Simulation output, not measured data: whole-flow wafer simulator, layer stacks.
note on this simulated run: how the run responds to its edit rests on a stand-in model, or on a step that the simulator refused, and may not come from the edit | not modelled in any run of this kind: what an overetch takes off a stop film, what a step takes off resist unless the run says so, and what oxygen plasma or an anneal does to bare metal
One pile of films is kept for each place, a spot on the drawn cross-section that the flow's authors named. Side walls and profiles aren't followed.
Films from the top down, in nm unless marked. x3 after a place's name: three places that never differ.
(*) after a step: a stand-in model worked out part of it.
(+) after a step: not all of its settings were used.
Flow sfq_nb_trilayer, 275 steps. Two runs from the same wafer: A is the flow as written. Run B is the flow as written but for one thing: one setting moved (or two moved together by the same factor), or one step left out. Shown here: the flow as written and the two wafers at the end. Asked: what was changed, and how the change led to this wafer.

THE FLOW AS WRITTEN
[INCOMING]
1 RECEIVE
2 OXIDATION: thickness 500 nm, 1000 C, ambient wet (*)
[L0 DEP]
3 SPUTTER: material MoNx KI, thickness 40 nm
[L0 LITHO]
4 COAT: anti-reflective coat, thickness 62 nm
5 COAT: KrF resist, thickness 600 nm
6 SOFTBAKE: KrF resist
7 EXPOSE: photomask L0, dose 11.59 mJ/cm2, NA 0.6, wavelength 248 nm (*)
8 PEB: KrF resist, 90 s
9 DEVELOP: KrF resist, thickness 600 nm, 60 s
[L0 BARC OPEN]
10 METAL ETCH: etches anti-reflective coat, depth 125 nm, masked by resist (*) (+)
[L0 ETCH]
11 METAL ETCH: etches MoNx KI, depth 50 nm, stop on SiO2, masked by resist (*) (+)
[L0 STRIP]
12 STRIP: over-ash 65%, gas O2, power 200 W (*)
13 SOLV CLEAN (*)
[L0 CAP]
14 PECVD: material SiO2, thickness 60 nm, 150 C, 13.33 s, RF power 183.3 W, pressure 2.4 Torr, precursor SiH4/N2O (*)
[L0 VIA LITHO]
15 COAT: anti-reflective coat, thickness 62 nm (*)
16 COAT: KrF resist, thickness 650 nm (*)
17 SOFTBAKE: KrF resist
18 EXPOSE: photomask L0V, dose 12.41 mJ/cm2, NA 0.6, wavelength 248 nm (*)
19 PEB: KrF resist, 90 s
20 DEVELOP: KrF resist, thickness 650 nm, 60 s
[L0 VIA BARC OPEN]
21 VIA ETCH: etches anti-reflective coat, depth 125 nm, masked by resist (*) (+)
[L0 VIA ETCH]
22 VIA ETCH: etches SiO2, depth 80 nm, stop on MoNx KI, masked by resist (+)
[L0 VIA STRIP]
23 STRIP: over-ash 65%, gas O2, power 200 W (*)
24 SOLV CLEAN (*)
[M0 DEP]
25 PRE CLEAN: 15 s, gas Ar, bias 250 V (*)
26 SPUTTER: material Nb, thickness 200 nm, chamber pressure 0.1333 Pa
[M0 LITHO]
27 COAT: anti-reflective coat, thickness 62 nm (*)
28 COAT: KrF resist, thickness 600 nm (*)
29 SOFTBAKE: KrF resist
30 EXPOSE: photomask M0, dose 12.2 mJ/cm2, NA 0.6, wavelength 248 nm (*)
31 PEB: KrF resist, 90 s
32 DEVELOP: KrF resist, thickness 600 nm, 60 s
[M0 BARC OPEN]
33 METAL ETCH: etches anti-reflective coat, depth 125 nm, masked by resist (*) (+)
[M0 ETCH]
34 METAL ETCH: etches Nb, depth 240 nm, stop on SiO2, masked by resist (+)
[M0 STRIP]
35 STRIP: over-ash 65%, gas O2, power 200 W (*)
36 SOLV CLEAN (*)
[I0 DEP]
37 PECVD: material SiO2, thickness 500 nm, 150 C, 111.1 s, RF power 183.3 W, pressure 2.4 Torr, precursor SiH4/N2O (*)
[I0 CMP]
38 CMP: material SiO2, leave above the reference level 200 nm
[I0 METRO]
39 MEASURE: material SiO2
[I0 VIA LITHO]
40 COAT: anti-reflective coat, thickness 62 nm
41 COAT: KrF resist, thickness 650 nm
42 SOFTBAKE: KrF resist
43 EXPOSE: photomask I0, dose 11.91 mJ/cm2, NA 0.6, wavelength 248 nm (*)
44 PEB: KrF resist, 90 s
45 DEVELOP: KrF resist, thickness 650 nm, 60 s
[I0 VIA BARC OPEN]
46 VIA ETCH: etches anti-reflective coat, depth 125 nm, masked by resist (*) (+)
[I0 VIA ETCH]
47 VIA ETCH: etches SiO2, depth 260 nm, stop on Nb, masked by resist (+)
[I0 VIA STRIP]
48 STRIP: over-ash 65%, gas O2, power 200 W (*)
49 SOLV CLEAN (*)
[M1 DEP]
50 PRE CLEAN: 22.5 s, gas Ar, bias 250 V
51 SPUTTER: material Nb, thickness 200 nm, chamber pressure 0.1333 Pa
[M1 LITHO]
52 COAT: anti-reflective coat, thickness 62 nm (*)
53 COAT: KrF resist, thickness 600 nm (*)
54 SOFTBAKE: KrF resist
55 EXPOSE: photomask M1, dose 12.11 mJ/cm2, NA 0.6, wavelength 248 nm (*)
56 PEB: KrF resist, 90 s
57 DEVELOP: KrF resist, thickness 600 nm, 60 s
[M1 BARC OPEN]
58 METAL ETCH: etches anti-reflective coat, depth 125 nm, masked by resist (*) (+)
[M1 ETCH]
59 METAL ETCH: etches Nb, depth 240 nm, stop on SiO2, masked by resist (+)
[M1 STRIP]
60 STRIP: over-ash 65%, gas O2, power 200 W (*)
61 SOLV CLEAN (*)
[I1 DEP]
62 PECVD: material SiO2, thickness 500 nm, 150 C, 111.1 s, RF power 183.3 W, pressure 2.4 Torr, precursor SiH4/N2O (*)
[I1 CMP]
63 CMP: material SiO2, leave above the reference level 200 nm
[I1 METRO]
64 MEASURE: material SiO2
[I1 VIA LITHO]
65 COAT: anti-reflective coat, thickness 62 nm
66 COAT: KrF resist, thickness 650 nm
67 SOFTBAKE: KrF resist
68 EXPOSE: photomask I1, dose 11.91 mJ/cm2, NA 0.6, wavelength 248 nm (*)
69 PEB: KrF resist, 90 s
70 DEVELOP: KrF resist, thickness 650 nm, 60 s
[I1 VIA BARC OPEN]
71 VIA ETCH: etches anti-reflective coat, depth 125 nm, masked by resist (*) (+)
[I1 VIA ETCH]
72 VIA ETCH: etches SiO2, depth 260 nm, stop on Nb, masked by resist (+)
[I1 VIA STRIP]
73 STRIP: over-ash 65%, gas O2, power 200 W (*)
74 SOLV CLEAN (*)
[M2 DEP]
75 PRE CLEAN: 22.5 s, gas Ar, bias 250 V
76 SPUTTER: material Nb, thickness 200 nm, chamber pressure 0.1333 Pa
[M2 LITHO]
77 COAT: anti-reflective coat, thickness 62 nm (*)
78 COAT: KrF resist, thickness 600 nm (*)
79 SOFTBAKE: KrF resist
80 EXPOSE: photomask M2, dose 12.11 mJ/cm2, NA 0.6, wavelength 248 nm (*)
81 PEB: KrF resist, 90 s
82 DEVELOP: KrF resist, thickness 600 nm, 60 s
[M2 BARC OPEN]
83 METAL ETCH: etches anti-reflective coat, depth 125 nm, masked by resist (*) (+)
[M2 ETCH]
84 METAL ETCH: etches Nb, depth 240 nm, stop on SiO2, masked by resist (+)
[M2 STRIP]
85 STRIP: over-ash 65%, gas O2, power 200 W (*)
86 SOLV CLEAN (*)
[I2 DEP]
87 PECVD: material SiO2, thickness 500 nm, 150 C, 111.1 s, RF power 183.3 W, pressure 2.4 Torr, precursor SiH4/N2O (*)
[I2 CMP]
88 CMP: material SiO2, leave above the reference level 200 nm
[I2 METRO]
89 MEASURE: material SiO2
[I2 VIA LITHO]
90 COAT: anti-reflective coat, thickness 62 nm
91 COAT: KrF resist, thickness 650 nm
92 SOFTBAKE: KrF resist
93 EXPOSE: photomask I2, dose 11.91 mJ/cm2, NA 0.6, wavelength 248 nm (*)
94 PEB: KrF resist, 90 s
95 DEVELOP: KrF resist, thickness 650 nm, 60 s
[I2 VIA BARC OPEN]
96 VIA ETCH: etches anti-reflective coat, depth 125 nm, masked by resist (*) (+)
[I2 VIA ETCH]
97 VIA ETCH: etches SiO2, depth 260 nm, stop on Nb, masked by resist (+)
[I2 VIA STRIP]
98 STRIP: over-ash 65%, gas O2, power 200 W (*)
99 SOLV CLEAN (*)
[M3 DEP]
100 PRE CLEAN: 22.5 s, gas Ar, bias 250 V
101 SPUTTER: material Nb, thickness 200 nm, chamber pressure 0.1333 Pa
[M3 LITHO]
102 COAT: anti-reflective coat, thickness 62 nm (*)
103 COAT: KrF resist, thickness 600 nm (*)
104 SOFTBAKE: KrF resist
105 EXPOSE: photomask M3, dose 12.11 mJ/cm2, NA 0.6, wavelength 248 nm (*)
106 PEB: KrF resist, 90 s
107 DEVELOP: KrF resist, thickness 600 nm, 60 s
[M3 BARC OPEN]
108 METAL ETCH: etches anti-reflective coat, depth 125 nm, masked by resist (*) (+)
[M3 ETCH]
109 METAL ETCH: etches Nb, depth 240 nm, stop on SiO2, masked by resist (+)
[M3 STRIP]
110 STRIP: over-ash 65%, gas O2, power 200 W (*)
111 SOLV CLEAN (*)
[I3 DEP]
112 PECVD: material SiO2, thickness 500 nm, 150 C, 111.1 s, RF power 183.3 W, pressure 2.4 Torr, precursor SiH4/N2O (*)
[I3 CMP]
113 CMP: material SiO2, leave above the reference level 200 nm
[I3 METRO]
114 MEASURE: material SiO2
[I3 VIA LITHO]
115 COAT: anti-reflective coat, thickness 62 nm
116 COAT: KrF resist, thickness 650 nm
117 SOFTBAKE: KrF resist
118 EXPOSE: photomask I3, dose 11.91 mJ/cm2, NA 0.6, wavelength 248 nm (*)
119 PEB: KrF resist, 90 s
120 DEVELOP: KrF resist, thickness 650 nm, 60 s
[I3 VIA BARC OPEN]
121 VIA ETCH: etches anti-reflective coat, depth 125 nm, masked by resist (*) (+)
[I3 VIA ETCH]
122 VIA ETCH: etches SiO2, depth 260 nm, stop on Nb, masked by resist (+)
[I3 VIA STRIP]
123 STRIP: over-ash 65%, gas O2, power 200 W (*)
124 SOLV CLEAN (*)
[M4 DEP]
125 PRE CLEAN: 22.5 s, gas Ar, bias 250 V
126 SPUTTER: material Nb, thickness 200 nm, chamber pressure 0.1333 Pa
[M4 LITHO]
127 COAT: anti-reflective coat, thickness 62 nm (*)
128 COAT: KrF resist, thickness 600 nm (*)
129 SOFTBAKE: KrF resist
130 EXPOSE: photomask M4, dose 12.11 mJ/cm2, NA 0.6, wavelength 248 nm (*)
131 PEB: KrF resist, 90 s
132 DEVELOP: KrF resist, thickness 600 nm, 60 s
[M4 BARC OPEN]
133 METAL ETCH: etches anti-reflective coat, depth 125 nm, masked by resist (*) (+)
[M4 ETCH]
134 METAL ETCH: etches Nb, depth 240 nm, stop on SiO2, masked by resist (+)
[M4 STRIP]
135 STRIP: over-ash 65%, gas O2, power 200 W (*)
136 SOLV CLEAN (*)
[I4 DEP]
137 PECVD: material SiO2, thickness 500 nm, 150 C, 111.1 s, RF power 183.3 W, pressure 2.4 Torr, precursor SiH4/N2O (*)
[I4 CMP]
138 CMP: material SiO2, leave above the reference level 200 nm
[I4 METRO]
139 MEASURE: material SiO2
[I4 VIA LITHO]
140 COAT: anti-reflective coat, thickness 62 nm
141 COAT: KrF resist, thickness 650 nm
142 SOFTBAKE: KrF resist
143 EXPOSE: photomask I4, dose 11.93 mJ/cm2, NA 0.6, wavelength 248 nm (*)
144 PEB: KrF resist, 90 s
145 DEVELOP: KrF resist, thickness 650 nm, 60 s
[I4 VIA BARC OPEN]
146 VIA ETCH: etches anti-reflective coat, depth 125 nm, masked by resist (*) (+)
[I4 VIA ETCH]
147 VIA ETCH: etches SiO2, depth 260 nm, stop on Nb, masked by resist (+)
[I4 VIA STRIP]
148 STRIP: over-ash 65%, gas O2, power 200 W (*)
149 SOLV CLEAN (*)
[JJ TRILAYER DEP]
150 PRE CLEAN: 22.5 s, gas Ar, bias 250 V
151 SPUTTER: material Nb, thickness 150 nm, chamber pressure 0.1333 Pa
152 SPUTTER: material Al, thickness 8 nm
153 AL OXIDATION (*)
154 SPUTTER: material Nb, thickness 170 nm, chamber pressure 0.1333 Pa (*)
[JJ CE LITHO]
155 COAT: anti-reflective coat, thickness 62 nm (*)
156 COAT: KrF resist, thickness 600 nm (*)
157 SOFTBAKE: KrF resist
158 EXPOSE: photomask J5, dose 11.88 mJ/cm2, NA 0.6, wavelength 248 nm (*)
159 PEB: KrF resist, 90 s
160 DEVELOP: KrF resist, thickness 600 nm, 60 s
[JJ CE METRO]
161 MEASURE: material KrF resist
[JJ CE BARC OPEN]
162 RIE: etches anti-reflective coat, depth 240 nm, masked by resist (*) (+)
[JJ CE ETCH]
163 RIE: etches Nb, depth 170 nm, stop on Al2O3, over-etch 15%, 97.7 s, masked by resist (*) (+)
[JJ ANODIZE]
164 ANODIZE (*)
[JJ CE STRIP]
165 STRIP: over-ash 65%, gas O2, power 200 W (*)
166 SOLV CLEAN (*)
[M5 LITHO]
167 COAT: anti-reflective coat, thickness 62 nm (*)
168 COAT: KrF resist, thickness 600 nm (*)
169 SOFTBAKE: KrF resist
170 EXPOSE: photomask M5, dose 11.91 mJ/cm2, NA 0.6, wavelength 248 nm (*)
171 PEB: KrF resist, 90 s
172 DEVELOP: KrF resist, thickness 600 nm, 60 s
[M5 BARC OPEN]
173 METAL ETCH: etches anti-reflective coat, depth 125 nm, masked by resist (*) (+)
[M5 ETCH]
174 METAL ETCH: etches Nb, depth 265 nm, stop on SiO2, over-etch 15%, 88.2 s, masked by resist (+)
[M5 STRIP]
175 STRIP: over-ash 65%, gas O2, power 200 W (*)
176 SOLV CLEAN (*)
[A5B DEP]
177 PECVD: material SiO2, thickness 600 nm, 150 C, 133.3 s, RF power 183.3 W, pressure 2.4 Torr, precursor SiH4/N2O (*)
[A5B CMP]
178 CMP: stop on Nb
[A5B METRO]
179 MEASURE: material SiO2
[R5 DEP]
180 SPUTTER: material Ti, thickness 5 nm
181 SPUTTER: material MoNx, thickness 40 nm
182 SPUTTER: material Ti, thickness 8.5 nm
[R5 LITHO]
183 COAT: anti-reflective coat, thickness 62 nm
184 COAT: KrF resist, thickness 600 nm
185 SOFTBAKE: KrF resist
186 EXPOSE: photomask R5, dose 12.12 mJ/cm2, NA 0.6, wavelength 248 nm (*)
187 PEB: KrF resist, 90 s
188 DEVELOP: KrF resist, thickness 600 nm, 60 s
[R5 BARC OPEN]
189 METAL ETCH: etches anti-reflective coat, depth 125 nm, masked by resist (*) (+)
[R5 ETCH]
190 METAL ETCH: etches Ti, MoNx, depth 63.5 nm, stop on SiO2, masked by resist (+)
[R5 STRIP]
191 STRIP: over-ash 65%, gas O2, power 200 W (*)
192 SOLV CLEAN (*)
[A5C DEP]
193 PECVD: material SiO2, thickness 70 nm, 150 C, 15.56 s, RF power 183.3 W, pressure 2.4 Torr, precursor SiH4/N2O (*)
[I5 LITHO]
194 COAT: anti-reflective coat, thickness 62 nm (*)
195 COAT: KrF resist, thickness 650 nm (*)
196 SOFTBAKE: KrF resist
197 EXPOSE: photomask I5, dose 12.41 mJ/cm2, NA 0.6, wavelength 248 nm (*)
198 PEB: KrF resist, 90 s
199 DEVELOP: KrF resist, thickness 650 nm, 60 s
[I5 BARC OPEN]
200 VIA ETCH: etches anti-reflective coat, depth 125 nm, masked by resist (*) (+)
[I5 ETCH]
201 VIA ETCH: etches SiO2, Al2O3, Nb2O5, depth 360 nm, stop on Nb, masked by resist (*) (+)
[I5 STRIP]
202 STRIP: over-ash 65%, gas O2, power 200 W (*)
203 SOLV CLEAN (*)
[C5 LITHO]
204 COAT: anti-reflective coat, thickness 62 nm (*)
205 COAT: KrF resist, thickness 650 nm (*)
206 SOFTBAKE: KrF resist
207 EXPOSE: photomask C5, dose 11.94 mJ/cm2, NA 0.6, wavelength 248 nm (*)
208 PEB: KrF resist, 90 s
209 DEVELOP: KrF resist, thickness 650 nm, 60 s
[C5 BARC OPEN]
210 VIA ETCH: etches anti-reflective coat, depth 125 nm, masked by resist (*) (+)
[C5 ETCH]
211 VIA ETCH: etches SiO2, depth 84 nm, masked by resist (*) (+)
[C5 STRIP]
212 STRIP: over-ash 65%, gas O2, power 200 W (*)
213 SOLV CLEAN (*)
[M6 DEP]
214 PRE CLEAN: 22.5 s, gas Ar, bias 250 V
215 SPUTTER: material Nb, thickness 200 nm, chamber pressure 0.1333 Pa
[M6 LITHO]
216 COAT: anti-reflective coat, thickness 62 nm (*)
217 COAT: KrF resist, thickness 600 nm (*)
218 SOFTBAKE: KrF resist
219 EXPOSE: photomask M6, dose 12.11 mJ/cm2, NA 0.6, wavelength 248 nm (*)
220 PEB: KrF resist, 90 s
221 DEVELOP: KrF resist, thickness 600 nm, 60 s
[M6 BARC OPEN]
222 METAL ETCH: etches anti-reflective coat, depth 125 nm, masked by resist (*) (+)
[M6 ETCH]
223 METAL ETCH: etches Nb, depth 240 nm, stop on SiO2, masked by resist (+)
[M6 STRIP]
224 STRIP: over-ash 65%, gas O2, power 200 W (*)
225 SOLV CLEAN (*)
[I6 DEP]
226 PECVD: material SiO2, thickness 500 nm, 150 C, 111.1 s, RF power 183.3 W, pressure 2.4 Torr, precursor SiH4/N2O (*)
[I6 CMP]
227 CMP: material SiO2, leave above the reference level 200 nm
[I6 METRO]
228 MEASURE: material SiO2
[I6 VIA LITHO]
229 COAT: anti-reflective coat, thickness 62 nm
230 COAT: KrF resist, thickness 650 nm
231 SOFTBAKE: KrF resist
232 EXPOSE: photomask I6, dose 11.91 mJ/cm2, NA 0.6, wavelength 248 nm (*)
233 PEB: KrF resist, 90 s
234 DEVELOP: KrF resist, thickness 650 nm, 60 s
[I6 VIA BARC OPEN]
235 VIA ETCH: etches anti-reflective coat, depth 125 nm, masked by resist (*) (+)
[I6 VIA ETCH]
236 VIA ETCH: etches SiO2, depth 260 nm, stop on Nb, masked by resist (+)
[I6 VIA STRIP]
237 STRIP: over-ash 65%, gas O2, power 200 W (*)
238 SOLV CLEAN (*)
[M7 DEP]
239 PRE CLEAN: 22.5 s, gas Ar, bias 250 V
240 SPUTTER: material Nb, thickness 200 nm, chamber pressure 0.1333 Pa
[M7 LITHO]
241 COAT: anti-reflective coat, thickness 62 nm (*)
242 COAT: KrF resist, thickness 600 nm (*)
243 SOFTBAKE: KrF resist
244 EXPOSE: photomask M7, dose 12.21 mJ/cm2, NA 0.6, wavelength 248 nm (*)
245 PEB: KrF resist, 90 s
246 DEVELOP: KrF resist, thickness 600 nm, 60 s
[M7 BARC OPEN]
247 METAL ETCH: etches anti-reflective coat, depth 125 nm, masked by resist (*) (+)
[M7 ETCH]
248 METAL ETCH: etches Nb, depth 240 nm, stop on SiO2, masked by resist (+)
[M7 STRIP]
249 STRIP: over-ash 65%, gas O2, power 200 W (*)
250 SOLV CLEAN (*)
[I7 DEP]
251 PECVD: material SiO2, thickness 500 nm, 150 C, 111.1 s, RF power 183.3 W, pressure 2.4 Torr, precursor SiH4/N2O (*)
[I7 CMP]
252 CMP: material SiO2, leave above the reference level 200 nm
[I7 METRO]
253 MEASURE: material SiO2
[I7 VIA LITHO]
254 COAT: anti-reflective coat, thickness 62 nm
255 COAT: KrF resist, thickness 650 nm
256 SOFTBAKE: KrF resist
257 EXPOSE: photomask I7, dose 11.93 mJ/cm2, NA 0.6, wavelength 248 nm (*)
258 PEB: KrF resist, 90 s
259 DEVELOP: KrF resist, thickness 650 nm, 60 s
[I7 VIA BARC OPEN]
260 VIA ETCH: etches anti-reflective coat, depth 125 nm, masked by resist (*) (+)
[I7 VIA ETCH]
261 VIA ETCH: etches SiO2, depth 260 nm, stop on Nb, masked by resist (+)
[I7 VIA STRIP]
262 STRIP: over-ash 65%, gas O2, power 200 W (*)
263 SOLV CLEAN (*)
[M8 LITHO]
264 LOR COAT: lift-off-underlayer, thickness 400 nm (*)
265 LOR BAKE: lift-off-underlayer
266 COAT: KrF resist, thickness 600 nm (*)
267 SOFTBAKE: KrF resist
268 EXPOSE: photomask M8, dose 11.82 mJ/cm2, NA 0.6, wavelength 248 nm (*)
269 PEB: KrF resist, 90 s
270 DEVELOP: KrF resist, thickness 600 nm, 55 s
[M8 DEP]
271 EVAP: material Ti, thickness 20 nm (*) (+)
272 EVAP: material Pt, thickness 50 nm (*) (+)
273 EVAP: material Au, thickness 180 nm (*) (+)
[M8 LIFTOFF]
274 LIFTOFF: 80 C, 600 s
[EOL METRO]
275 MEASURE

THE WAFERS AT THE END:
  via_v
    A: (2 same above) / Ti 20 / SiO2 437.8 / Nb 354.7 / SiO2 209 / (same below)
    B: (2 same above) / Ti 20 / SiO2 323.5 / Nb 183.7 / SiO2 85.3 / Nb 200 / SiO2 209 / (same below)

The cause: step 236, VIA ETCH: depth 107 nm was run, where the flow has depth 260 nm.

How the change led to this, step by step:
  236 VIA ETCH: etches SiO2, depth 260 nm, stop on Nb, masked by resist (+)
      via_v: A SiO2 -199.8 (all of it) | B SiO2 -107
      field_l, v_sur, via_wl and 102 more: A KrF resist -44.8 | B KrF resist -18.4
  237 STRIP: over-ash 65%, gas O2, power 200 W (*)
      field_l, v_sur, via_wl and 102 more: A KrF resist -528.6 (all of it), anti-reflective coat -62 (all of it) | B KrF resist -555 (all of it), anti-reflective coat -62 (all of it)
  239 PRE CLEAN: 22.5 s, gas Ar, bias 250 V
      via_v: A Nb -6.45 | B SiO2 -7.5
  240 SPUTTER: material Nb, thickness 200 nm, chamber pressure 0.1333 Pa
      via_v: A Nb +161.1 | B Nb +183.7 (new film)
  241 COAT: anti-reflective coat, thickness 62 nm (*)
      via_sp: A anti-reflective coat +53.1 (new film) | B anti-reflective coat +51.3 (new film)
      via_v: A anti-reflective coat +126 (new film) | B anti-reflective coat +110.4 (new film)
      (and at 1 more place)
  242 COAT: KrF resist, thickness 600 nm (*)
      via_v: A KrF resist +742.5 (new film) | B KrF resist +658.5 (new film)
  249 STRIP: over-ash 65%, gas O2, power 200 W (*)
      via_sp: A KrF resist -373.6 (all of it), anti-reflective coat -53.1 (all of it) | B KrF resist -382.7 (all of it), anti-reflective coat -51.3 (all of it)
      via_v: A KrF resist -524.5 (all of it), anti-reflective coat -126 (all of it) | B KrF resist -440.8 (all of it), anti-reflective coat -110.4 (all of it)
      (and at 1 more place)
  251 PECVD: material SiO2, thickness 500 nm, 150 C, 111.1 s, RF power 183.3 W, pressure 2.4 Torr, precursor SiH4/N2O (*)
      via_v: A SiO2 +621 (new film) | B SiO2 +500 (new film)
  252 CMP: material SiO2, leave above the reference level 200 nm
      via_v: A SiO2 -183.1 | B SiO2 -176.5
Counting metal films that touch as one body, via_v has 7 bodies (between them, from the top down: SiO2 323.5; SiO2 85.3; SiO2 209 / Al2O3 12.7 / Nb2O5 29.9; SiO2 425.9; SiO2 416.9; SiO2 192.5); the flow as written gives 6 bodies (between them, from the top down: SiO2 437.8; SiO2 209 / Al2O3 12.7 / Nb2O5 29.9; SiO2 425.9; SiO2 416.9; SiO2 192.5).
